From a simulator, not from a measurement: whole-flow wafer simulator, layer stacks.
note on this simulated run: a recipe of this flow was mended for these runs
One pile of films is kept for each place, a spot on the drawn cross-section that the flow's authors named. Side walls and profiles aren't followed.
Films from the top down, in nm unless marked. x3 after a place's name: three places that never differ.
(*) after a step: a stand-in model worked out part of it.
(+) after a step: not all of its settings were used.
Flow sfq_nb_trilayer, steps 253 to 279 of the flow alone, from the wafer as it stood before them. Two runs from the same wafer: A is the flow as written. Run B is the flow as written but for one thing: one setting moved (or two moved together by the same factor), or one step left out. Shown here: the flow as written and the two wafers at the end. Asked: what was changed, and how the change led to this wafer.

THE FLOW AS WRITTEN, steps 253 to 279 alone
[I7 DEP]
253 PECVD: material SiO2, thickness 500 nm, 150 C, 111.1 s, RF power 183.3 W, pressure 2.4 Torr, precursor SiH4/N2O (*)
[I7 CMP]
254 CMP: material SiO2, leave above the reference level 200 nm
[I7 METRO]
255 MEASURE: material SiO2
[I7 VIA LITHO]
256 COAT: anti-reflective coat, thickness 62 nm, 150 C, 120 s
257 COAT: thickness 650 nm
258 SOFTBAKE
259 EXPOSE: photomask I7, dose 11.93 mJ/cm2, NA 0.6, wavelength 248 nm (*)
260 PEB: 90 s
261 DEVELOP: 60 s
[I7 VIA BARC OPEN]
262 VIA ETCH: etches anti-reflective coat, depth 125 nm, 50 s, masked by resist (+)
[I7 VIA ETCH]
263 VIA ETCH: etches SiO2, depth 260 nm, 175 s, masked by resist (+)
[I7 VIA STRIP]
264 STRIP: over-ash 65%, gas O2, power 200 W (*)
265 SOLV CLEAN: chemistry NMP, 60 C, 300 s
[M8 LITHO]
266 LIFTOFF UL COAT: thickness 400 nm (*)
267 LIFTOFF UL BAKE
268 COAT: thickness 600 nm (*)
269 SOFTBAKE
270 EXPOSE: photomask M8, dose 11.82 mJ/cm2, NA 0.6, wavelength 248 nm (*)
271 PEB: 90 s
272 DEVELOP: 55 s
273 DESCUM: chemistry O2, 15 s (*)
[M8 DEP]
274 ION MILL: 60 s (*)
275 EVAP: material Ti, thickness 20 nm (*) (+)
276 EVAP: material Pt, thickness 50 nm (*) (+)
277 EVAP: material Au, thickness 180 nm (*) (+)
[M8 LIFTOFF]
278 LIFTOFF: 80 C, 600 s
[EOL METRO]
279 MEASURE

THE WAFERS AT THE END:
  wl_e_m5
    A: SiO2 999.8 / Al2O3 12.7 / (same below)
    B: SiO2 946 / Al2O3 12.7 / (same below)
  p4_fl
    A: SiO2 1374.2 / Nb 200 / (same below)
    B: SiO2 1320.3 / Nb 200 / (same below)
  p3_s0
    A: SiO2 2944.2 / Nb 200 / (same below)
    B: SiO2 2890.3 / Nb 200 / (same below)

The cause: step 253, PECVD: 77.78 s was run, where the flow has 111.1 s.

How the change led to this, step by step:
  253 PECVD: material SiO2, thickness 500 nm, 150 C, 111.1 s, RF power 183.3 W, pressure 2.4 Torr, precursor SiH4/N2O (*)
      field_l, p4_fl, p4_fm and 56 more: A SiO2 +500 | B SiO2 +350.1
      v_sur, via_wl, via_w and 37 more: A SiO2 +500 (new film) | B SiO2 +350.1 (new film)
      (and at 7 more places)
  254 CMP: material SiO2, leave above the reference level 200 nm
      field_l, p4_fl, p4_fm and 56 more: A SiO2 -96 | B nothing
      field_r, lsp_l: A SiO2 -73.2 | B nothing
      (and at 45 more places)
  256 COAT: anti-reflective coat, thickness 62 nm, 150 C, 120 s
      wl_j_sl, wl_jj, wl_j_sr, wl_a_sl, wl_g_sr: A anti-reflective coat +62 (new film) | B anti-reflective coat +60.7 (new film)
      p4_w1, wl_a_m6, m5r_line_l, m5r_line_r: A anti-reflective coat +62 (new film) | B anti-reflective coat +60.6 (new film)
      (and at 73 more places)
  257 COAT: thickness 650 nm
      via_w: A KrF-resist-other-grade +650 (new film) | B KrF-resist-other-grade +635.6 (new film)
      r_end: A KrF-resist-other-grade +650 (new film) | B KrF-resist-other-grade +636 (new film)
      (and at 6 more places)
  261 DEVELOP: 60 s
      via_w: A KrF-resist-other-grade -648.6 (all of it) | B KrF-resist-other-grade -634.2 (all of it)
  262 VIA ETCH: etches anti-reflective coat, depth 125 nm, 50 s, masked by resist (+)
      via_w, via_wr: A anti-reflective coat -62 (all of it), SiO2 -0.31 | B anti-reflective coat -60.3 (all of it), SiO2 -0.32
      via_wl: A anti-reflective coat -62 (all of it), SiO2 -0.31 | B anti-reflective coat -55.1 (all of it), SiO2 -0.35
  264 STRIP: over-ash 65%, gas O2, power 200 W (*)
      m0r_line_l, m0r_line_r, m6r_line_l, m6r_line_r: A KrF-resist-other-grade -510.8 (all of it), anti-reflective coat -62 (all of it) | B KrF-resist-other-grade -517.7 (all of it), anti-reflective coat -70.9 (all of it)
      m0r_space_l, m0r_space_r, m6r_space_l, m6r_space_r: A KrF-resist-other-grade -510.8 (all of it), anti-reflective coat -62 (all of it) | B KrF-resist-other-grade -512.4 (all of it), anti-reflective coat -77.3 (all of it)
      (and at 77 more places)
  266 LIFTOFF UL COAT: thickness 400 nm (*)
      m0r_line_l, m0r_line_r, m6r_line_l, m6r_line_r: A lift-off-underlayer +400 (new film) | B lift-off-underlayer +412.5 (new film)
      m0r_space_l, m0r_space_r, m6r_space_l, m6r_space_r: A lift-off-underlayer +400 (new film) | B lift-off-underlayer +416.4 (new film)
      (and at 59 more places)
  272 DEVELOP: 55 s
      field_l: A KrF-resist-other-grade -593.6 (all of it), lift-off-underlayer -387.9 (all of it) | B KrF-resist-other-grade -599.6 (all of it), lift-off-underlayer -407.5 (all of it)
      v_sur: A KrF-resist-other-grade -607.6 (all of it), lift-off-underlayer -368.7 (all of it) | B KrF-resist-other-grade -600.6 (all of it), lift-off-underlayer -351 (all of it)
      (and at 9 more places)
  278 LIFTOFF: 80 C, 600 s
      m0r_line_l, m0r_line_r, m6r_line_l, m6r_line_r: A Au -180 (all of it), Pt -50 (all of it), Ti -20 (all of it), KrF-resist-other-grade -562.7 (all of it), lift-off-underlayer -400 (all of it) | B Au -180 (all of it), Pt -50 (all of it), Ti -20 (all of it), KrF-resist-other-grade -566.9 (all of it), lift-off-underlayer -412.5 (all of it)
      m0r_space_l, m0r_space_r, m6r_space_l, m6r_space_r: A Au -180 (all of it), Pt -50 (all of it), Ti -20 (all of it), KrF-resist-other-grade -562.7 (all of it), lift-off-underlayer -400 (all of it) | B Au -180 (all of it), Pt -50 (all of it), Ti -20 (all of it), KrF-resist-other-grade -563.8 (all of it), lift-off-underlayer -416.4 (all of it)
      (and at 48 more places)
